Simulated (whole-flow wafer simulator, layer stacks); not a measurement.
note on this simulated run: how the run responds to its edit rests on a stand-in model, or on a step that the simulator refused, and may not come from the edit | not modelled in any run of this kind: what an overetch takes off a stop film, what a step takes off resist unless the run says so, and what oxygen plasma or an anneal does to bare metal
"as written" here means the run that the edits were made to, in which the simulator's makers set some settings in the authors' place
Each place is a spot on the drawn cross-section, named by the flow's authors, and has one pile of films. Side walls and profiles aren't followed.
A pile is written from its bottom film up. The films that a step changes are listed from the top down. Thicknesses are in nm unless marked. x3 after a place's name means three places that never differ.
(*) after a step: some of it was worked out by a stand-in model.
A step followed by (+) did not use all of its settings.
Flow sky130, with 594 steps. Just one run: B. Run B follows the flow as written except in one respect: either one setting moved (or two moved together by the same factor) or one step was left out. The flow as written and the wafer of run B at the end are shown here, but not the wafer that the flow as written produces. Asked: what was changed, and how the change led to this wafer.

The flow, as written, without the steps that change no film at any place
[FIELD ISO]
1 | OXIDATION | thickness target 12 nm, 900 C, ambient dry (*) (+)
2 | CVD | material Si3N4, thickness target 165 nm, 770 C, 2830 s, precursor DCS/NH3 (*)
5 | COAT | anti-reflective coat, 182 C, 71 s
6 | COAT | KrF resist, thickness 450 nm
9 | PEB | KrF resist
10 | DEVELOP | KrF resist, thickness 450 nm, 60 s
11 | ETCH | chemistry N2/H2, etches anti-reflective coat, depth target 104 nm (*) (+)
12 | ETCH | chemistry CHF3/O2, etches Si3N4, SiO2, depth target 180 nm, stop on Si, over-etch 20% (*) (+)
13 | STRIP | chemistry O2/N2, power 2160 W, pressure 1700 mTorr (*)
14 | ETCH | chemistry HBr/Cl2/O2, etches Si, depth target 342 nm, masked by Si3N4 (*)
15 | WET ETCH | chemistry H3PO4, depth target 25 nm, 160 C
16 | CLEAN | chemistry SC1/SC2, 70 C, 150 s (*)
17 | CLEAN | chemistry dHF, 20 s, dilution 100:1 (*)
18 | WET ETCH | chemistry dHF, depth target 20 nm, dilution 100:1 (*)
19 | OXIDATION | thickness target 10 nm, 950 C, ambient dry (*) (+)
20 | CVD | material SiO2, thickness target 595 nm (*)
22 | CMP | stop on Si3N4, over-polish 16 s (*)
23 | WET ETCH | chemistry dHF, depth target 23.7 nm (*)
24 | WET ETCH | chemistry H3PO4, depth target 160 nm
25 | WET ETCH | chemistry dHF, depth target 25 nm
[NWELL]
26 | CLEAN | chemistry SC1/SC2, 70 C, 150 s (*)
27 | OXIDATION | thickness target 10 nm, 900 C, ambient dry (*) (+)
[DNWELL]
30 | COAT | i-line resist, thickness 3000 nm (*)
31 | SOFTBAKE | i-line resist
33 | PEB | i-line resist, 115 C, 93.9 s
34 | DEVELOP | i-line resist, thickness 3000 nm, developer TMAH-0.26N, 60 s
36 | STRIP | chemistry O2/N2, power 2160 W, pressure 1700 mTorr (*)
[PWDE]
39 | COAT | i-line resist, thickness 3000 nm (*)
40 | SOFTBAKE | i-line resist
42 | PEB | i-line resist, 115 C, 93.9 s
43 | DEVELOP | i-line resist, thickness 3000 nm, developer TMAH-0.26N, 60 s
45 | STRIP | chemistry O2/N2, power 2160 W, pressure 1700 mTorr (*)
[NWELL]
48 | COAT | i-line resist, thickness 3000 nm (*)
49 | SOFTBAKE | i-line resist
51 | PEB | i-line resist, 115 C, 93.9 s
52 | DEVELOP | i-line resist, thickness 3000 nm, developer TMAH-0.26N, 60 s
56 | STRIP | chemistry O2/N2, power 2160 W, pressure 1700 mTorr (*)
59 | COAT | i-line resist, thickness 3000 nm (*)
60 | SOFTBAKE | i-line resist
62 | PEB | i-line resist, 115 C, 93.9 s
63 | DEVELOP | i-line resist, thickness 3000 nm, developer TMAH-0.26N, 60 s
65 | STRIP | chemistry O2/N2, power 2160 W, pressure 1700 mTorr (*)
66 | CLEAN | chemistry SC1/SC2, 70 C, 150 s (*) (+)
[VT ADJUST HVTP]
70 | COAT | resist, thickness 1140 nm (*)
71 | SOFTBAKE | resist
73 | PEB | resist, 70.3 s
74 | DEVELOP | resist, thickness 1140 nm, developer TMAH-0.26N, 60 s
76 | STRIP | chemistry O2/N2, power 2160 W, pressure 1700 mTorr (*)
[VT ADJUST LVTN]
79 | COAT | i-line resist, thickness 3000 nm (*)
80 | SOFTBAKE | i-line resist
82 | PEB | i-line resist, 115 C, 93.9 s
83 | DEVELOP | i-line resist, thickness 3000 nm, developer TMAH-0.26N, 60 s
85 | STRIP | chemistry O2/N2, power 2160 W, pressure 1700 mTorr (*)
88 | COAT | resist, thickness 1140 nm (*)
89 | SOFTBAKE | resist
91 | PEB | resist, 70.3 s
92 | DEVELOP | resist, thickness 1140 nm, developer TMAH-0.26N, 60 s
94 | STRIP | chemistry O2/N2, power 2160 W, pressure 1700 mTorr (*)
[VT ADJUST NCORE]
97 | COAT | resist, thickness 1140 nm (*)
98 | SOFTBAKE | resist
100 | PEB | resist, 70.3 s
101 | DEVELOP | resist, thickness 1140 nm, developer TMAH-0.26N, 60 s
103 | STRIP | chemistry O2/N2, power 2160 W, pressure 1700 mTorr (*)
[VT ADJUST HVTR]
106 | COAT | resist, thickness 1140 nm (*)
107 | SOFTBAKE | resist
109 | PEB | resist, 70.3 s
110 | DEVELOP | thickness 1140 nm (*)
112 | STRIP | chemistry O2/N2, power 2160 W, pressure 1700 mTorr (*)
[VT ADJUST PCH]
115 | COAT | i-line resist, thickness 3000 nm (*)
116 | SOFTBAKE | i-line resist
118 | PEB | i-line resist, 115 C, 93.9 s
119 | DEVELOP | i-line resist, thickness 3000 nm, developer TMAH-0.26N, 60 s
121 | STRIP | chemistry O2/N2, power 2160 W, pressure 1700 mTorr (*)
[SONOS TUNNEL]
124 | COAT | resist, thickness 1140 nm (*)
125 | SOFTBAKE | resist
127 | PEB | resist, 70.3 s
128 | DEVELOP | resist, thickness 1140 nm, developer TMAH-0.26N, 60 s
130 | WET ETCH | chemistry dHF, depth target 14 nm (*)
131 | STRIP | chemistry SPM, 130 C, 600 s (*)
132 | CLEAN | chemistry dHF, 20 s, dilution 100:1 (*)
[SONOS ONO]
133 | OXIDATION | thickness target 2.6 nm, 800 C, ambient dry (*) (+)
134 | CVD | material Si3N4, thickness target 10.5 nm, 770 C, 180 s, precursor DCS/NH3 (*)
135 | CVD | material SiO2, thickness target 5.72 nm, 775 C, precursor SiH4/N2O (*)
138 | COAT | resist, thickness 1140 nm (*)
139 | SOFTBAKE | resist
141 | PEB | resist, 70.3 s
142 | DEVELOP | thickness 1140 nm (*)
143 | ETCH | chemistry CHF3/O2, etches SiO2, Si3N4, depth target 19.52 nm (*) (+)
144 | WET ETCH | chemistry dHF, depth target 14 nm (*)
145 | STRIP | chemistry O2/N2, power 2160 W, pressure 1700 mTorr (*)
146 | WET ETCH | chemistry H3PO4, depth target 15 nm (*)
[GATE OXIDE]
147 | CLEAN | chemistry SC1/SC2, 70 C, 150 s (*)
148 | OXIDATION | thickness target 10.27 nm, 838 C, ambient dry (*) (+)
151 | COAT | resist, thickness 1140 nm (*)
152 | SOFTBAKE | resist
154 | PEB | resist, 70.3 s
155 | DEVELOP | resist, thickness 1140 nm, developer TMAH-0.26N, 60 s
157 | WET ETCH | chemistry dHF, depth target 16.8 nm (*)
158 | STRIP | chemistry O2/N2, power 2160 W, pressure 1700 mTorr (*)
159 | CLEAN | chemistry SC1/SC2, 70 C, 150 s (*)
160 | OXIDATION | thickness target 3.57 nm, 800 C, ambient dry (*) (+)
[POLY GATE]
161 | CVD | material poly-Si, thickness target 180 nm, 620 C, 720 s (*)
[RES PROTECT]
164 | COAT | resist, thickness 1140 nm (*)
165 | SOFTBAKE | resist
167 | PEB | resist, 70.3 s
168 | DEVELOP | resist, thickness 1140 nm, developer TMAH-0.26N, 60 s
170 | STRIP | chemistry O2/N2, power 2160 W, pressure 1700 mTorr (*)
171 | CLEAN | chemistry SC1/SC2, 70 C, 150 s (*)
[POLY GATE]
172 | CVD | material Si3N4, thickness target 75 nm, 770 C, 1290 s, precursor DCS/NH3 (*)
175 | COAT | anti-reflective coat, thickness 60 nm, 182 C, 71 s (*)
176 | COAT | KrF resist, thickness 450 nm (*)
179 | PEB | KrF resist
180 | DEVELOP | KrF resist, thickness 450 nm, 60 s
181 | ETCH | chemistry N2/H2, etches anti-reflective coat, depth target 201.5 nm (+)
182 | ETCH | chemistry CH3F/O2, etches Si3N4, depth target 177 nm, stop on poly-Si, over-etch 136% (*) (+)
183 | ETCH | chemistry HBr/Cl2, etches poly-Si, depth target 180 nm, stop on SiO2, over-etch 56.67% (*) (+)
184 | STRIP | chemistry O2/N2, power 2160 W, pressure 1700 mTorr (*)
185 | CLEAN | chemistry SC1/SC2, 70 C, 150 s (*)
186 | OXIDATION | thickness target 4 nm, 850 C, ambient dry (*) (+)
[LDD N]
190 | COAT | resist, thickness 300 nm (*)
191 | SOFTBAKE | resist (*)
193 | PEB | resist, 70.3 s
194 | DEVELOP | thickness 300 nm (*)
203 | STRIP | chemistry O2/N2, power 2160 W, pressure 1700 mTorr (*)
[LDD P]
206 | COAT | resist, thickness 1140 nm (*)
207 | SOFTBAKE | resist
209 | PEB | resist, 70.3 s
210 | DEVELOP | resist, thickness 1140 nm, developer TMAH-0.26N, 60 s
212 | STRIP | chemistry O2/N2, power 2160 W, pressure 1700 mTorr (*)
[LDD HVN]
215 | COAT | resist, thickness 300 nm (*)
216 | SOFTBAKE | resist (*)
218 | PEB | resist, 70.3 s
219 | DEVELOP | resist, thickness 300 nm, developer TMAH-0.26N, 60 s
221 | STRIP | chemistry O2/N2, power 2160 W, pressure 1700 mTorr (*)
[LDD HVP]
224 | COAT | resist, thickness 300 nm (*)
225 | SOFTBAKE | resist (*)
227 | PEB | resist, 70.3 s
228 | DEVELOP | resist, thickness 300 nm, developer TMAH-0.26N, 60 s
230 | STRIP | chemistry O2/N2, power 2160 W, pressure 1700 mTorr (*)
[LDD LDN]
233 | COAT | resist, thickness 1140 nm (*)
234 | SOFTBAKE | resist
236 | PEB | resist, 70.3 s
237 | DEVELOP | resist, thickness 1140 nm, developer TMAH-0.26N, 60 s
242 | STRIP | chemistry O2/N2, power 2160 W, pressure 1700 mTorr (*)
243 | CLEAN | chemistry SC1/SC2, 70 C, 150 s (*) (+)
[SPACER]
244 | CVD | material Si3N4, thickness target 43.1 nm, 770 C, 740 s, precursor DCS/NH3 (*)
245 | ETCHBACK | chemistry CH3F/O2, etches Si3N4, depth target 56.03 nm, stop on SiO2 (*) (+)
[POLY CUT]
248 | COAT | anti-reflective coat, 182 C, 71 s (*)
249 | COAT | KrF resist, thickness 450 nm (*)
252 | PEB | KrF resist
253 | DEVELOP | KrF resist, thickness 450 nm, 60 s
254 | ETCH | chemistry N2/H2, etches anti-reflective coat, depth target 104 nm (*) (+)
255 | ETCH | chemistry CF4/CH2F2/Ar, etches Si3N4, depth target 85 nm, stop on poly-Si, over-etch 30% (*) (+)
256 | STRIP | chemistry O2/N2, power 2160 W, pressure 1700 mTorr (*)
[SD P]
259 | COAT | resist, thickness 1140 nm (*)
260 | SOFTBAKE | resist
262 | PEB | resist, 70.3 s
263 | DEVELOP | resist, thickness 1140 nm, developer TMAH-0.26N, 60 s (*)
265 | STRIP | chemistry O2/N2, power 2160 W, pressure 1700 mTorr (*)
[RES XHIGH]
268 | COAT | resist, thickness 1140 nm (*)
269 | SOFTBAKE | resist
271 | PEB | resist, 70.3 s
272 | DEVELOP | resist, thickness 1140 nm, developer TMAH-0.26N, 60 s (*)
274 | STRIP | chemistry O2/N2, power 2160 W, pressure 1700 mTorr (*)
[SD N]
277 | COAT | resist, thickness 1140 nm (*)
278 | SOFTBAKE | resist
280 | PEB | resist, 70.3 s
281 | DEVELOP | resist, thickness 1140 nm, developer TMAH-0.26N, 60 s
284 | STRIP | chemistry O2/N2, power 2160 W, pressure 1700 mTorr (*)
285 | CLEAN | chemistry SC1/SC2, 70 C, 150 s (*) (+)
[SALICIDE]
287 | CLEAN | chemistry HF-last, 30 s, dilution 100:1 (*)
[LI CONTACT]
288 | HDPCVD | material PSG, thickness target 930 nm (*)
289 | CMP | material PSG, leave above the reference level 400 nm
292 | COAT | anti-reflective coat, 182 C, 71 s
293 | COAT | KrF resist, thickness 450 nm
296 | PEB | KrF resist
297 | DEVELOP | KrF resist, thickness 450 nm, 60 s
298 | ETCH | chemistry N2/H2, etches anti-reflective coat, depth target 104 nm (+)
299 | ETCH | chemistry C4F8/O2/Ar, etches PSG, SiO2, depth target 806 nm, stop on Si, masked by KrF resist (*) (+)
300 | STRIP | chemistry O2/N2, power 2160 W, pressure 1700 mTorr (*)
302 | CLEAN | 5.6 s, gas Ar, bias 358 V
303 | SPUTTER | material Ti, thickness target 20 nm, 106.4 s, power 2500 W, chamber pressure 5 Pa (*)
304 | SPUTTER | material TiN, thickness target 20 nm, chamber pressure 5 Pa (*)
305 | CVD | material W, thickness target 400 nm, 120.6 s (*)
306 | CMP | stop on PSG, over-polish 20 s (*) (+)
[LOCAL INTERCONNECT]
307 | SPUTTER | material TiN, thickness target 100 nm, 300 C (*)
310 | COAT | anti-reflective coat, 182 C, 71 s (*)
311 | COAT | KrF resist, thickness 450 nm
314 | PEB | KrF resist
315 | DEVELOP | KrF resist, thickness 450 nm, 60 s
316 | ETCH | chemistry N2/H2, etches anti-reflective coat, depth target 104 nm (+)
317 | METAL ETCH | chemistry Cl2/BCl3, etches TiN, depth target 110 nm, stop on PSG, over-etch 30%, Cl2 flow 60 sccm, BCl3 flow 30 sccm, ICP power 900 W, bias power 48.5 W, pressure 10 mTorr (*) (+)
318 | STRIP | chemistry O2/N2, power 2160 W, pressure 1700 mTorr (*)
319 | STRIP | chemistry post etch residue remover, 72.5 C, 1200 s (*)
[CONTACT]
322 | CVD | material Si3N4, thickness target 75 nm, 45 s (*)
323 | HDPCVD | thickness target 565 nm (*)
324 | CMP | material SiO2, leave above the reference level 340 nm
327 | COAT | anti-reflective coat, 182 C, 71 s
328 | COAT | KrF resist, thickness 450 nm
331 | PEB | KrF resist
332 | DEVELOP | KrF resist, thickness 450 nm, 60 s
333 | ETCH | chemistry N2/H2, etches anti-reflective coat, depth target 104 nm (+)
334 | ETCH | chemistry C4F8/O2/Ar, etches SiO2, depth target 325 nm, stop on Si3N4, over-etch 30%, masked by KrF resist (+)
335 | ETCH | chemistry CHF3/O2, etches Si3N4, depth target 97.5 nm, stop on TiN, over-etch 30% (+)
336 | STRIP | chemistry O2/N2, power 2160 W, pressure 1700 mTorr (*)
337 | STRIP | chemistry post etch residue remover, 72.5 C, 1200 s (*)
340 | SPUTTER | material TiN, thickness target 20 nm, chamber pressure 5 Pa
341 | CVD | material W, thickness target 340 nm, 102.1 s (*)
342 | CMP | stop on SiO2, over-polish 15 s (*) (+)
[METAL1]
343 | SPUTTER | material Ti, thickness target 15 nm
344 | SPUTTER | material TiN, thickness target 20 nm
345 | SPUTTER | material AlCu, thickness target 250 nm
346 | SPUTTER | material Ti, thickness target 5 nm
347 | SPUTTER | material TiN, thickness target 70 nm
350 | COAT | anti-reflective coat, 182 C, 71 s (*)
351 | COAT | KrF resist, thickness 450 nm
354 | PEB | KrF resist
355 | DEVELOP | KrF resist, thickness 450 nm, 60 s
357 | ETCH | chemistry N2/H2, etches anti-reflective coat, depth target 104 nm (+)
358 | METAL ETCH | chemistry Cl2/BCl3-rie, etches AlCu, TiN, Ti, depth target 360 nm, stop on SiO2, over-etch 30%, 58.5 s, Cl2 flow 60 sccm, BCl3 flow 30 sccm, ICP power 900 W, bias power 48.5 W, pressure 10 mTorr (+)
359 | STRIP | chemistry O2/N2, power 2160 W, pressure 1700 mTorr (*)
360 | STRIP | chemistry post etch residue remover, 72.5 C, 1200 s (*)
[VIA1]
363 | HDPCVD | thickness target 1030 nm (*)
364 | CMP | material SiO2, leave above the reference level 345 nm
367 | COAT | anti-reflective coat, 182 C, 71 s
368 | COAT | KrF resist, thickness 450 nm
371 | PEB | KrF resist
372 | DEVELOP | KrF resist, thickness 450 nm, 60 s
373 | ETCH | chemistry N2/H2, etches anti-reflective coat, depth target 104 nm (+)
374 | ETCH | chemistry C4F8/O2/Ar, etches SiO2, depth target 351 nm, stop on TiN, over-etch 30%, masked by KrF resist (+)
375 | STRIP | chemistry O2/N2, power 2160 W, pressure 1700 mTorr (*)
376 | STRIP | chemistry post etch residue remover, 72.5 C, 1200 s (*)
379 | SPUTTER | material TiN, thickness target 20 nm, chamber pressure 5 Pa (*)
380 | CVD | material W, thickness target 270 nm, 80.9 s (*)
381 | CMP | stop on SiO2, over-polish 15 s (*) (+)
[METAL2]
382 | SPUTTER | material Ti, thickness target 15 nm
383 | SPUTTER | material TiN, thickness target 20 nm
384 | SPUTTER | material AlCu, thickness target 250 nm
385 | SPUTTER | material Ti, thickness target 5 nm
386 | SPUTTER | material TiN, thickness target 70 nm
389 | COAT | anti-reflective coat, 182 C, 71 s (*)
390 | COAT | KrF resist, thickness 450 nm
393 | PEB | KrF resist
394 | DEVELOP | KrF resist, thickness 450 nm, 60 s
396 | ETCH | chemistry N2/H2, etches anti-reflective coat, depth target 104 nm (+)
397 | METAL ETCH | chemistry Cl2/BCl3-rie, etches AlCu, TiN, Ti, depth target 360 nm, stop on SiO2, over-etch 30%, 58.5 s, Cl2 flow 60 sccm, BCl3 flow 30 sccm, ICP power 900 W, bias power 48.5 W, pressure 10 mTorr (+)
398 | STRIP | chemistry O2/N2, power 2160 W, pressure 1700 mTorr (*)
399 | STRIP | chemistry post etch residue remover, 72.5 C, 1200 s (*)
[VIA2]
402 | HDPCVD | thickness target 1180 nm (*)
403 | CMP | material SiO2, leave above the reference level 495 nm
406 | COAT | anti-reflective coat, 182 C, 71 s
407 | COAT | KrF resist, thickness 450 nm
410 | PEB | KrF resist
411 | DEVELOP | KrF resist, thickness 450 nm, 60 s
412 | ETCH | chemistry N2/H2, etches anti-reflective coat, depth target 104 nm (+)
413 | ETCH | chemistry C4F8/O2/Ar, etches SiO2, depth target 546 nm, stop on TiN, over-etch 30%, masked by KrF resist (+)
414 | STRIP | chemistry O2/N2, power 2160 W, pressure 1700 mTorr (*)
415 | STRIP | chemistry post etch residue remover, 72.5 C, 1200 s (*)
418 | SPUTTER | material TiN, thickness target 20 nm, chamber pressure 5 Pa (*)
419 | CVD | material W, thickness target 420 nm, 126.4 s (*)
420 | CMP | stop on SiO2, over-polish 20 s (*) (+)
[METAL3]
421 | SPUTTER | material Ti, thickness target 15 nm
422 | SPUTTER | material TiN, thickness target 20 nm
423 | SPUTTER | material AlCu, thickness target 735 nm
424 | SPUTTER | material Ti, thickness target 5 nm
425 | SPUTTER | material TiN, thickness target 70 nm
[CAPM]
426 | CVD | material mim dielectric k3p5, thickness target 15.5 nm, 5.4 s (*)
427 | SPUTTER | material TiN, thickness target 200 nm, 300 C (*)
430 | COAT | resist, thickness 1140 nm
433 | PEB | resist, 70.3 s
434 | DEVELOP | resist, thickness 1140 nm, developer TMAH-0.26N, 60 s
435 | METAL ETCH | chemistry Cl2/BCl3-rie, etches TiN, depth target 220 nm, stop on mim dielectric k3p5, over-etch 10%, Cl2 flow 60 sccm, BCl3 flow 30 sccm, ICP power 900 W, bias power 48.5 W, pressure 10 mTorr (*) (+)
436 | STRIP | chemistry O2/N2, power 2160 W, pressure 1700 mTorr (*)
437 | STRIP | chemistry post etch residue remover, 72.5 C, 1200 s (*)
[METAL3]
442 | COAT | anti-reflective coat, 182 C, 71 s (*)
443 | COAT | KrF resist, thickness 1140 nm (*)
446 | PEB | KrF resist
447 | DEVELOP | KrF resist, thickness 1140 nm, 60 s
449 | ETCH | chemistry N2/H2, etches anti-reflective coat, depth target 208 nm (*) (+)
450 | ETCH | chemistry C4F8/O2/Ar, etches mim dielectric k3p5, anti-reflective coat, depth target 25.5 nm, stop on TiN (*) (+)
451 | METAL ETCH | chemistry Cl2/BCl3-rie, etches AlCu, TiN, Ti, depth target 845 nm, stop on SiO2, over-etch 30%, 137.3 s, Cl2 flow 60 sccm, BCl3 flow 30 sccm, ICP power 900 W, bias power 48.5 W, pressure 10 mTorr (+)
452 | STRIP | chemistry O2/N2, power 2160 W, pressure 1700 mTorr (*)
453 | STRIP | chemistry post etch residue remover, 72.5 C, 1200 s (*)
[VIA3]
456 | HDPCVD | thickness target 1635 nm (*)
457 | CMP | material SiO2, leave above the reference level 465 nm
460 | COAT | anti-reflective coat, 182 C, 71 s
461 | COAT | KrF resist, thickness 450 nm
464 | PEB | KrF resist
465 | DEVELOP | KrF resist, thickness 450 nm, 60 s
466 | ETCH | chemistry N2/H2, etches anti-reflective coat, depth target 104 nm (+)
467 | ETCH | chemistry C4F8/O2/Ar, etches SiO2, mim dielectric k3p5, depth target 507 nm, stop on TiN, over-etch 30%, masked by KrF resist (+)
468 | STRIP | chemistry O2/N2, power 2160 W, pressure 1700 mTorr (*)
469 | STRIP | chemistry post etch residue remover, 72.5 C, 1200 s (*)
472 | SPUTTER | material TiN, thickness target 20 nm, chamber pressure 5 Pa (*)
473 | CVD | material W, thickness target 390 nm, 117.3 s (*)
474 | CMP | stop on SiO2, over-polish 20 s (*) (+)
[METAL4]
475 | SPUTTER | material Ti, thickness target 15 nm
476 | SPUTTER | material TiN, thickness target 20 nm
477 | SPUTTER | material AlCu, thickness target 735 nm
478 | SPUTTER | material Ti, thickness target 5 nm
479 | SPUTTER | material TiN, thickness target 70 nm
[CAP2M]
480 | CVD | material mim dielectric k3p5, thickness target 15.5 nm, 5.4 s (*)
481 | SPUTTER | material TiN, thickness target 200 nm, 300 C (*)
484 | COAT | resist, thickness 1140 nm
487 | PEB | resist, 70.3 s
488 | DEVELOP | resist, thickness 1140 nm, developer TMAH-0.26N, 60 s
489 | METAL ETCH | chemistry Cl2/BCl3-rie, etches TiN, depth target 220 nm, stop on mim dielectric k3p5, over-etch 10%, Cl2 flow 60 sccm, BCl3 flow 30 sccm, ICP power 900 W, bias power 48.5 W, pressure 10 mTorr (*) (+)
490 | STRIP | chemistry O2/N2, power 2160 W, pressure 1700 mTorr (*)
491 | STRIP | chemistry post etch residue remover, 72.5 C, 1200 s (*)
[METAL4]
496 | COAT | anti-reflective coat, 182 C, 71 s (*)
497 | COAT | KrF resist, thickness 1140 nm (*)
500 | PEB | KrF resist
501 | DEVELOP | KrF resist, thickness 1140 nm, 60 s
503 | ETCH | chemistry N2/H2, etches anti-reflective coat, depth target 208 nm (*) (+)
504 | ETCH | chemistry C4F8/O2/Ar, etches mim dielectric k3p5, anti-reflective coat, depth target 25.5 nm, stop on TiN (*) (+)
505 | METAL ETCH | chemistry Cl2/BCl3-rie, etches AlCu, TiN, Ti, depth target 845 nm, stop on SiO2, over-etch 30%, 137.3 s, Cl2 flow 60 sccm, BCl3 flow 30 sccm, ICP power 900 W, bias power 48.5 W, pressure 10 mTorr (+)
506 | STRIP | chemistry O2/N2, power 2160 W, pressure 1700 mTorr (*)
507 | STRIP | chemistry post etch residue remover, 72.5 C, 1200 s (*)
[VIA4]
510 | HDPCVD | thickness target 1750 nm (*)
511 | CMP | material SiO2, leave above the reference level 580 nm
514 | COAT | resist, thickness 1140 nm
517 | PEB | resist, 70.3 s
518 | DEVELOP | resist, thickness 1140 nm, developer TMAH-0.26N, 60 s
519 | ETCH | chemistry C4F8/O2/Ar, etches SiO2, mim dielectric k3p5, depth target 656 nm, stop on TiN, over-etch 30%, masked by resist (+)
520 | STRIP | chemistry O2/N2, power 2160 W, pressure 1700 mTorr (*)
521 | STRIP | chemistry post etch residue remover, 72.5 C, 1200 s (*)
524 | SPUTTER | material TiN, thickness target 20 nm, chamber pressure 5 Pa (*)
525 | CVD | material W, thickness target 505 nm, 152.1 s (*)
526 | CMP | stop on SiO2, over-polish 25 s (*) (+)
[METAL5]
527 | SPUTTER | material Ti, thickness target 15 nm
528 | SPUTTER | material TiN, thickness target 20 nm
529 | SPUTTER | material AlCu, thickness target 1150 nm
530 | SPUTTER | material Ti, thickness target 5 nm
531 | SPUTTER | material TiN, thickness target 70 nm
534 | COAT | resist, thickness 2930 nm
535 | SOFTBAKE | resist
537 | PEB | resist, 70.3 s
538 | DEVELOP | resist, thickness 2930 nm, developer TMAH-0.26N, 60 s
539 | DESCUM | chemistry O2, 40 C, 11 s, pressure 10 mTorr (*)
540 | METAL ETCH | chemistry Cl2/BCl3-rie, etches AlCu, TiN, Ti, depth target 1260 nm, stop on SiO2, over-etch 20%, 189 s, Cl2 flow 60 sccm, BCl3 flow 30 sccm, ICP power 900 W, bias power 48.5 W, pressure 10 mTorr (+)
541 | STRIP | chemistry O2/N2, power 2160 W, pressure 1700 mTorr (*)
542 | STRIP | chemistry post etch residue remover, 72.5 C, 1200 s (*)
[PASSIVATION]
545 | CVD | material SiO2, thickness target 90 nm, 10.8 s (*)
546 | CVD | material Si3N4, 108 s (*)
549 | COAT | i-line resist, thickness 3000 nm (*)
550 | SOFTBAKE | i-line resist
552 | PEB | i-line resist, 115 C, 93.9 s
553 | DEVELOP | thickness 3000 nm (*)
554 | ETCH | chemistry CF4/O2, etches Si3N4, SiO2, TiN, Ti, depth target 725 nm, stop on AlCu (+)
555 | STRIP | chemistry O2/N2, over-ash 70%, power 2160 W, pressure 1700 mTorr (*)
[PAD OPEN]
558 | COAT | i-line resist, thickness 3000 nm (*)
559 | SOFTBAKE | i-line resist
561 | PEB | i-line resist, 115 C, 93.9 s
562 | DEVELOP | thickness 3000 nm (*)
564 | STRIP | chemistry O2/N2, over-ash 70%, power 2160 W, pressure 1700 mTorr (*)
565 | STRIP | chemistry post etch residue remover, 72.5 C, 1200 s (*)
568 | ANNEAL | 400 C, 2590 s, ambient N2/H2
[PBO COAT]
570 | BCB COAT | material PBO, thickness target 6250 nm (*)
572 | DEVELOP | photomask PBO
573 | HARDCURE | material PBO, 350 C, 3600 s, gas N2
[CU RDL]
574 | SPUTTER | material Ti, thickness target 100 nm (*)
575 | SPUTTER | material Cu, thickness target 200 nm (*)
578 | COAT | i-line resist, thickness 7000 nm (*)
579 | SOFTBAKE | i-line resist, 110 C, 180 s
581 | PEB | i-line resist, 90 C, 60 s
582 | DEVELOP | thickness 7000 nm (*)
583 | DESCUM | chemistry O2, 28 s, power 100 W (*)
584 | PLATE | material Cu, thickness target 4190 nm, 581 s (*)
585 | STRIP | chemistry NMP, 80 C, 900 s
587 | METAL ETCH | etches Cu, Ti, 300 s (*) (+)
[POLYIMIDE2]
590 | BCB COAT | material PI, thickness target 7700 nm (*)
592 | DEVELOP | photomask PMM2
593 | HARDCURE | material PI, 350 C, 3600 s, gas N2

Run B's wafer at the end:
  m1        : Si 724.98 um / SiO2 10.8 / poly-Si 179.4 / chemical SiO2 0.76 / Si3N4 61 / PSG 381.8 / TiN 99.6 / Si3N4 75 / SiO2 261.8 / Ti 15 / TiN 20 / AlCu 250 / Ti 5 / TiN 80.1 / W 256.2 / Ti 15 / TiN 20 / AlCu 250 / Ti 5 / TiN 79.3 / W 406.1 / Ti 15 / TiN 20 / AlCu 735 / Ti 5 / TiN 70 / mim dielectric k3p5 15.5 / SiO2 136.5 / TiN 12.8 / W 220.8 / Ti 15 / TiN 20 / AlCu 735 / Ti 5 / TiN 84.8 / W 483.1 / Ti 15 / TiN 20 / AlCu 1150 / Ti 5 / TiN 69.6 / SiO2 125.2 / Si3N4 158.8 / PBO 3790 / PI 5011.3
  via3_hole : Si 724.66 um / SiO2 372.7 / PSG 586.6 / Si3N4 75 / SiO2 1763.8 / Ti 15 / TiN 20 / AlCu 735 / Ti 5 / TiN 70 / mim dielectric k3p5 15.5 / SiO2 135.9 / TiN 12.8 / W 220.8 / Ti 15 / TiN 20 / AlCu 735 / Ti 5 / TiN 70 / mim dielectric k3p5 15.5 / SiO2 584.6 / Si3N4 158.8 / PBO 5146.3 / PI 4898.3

Cause: step 467, ETCH: depth target 238 nm was run, while the flow as written has depth target 507 nm.

The path from the change to this, step by step:
  467 | ETCH | chemistry C4F8/O2/Ar, etches SiO2, mim dielectric k3p5, depth target 507 nm, stop on TiN, over-etch 30%, masked by KrF resist (+)
      m1: SiO2 loses 238 (it would be, as written: SiO2 loses 374.5 (all of it), mim dielectric k3p5 loses 15.5 (all of it))
      via3_hole: SiO2 loses 238 (it would be, as written: SiO2 loses 373.9 (all of it), mim dielectric k3p5 loses 15.5 (all of it))
      (as well as at 190 more places)
  468 | STRIP | chemistry O2/N2, power 2160 W, pressure 1700 mTorr (*)
      field, active, n_well and 187 more: KrF resist loses 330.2 (all of it), anti-reflective coat loses 80 (all of it) (it would be, as written: KrF resist loses 276.4 (all of it), anti-reflective coat loses 80 (all of it))
  472 | SPUTTER | material TiN, thickness target 20 nm, chamber pressure 5 Pa (*)
      m1, via3_hole: TiN gains 12.8 (new film) (it would be, as written: TiN gains 10.6)
  473 | CVD | material W, thickness target 390 nm, 117.3 s (*)
      m1: W gains 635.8 (new film) (it would be, as written: W gains 790.5 (new film))
      via3_hole: W gains 635.8 (new film) (it would be, as written: W gains 789.9 (new film))
Taking metal films that touch as one body, m1 has 3 bodies (between them, from the top down: SiO2 136.5 / mim dielectric k3p5 15.5; SiO2 261.8 / Si3N4 75); the flow as written gives 2 bodies (between them, from the top down: SiO2 261.8 / Si3N4 75).
Taking metal films that touch as one body, via3_hole has 2 bodies (between them, from the top down: SiO2 135.9 / mim dielectric k3p5 15.5); the flow as written gives 1 body.
